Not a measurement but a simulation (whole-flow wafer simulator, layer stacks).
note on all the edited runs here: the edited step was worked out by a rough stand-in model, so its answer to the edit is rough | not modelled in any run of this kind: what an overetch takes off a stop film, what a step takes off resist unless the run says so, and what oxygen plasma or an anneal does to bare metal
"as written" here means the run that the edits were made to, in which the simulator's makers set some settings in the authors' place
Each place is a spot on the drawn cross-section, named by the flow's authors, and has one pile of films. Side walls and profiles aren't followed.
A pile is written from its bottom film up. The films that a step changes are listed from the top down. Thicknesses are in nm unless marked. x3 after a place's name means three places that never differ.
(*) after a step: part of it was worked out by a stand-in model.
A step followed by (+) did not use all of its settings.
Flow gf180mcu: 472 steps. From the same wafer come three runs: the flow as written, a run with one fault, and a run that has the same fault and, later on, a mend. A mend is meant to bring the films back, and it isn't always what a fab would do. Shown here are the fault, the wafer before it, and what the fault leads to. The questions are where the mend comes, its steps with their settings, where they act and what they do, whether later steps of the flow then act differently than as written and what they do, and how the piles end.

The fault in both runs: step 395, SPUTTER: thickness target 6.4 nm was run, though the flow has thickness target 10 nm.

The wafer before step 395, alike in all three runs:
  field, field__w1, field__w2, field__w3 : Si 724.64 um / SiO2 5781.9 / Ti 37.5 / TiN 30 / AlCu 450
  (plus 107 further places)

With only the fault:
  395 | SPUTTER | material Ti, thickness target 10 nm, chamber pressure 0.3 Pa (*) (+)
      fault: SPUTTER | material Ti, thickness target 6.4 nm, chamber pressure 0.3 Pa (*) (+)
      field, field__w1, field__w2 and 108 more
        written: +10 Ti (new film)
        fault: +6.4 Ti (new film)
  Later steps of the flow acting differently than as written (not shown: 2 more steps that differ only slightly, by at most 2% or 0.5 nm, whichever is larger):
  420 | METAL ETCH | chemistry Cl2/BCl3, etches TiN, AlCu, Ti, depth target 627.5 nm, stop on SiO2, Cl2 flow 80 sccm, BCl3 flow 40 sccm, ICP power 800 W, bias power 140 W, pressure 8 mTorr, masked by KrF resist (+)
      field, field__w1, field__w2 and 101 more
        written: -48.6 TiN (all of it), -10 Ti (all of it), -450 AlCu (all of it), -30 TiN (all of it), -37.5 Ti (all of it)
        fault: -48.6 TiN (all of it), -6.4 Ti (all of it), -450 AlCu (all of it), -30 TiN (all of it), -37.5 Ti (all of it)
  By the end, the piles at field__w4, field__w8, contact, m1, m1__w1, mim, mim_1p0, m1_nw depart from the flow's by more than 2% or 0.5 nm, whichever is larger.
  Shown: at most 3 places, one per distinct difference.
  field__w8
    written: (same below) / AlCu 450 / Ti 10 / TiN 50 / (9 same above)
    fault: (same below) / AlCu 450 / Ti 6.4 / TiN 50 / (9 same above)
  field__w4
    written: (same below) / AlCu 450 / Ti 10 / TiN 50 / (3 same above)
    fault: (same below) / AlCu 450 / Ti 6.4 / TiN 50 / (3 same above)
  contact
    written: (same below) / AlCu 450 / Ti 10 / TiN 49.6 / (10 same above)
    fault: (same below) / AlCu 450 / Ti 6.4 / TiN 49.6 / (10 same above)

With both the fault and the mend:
  After step 395 comes the mend.
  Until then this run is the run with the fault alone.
  395a | SPUTTER | material Ti, thickness target 3.6 nm, chamber pressure 0.3 Pa (*) (+) (the flow's step 395, run once more with other settings)
      field, field__w1, field__w2 and 108 more
        +3.6 Ti
  Every later step of the flow that is run acts as written at every place that is followed.
  At every place that both follow, the piles at the end match the flow's.
